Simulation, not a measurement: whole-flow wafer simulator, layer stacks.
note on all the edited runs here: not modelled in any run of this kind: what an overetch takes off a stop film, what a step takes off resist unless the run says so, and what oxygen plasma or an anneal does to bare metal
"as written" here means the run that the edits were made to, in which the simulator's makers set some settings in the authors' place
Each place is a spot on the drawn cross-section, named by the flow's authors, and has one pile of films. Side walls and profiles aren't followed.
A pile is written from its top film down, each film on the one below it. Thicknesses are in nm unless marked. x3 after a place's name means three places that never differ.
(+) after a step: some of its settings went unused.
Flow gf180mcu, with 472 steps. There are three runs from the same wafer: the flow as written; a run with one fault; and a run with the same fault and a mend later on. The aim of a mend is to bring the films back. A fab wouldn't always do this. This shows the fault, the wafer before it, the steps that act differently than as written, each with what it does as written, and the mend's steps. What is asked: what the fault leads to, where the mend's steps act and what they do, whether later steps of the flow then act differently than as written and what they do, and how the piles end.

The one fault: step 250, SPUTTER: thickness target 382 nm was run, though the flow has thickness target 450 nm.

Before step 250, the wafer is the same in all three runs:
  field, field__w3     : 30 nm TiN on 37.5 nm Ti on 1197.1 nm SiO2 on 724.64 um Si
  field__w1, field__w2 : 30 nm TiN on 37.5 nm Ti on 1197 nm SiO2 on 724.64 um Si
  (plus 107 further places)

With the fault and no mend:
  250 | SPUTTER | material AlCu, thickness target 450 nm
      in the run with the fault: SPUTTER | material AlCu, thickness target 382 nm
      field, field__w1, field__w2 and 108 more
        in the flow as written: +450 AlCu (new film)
        in the run with the fault: +382 AlCu (new film)
  Later steps of the flow acting differently than as written:
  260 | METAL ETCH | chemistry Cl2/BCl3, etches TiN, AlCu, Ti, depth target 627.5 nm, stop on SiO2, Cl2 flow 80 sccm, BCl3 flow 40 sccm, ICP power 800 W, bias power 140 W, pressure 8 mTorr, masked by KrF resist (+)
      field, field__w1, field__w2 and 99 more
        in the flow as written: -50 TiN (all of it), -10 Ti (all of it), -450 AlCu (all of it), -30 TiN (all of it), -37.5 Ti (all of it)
        in the run with the fault: -50 TiN (all of it), -10 Ti (all of it), -382 AlCu (all of it), -30 TiN (all of it), -37.5 Ti (all of it)
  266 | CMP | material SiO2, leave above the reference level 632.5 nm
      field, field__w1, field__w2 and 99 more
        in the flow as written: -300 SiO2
        in the run with the fault: -368 SiO2
  The piles end different from the flow's at field__w8, contact, m1 and 6 more by more than 2% or 0.5 nm, whichever is larger.
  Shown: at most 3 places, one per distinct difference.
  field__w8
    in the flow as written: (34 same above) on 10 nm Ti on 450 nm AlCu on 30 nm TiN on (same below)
    in the run with the fault: (34 same above) on 10 nm Ti on 382 nm AlCu on 30 nm TiN on (same below)
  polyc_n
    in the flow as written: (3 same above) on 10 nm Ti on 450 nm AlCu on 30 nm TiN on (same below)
    in the run with the fault: (3 same above) on 10 nm Ti on 382 nm AlCu on 30 nm TiN on (same below)
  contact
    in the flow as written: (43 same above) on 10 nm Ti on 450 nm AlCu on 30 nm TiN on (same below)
    in the run with the fault: (43 same above) on 10 nm Ti on 382 nm AlCu on 30 nm TiN on (same below)

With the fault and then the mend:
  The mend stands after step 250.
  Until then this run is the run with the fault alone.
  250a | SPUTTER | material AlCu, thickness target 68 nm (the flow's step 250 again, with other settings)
      field, field__w1, field__w2 and 108 more
        +68 AlCu
  Every later step of the flow that is run acts as written at every place that is followed.
  At every place that both follow, the piles at the end match the flow's.
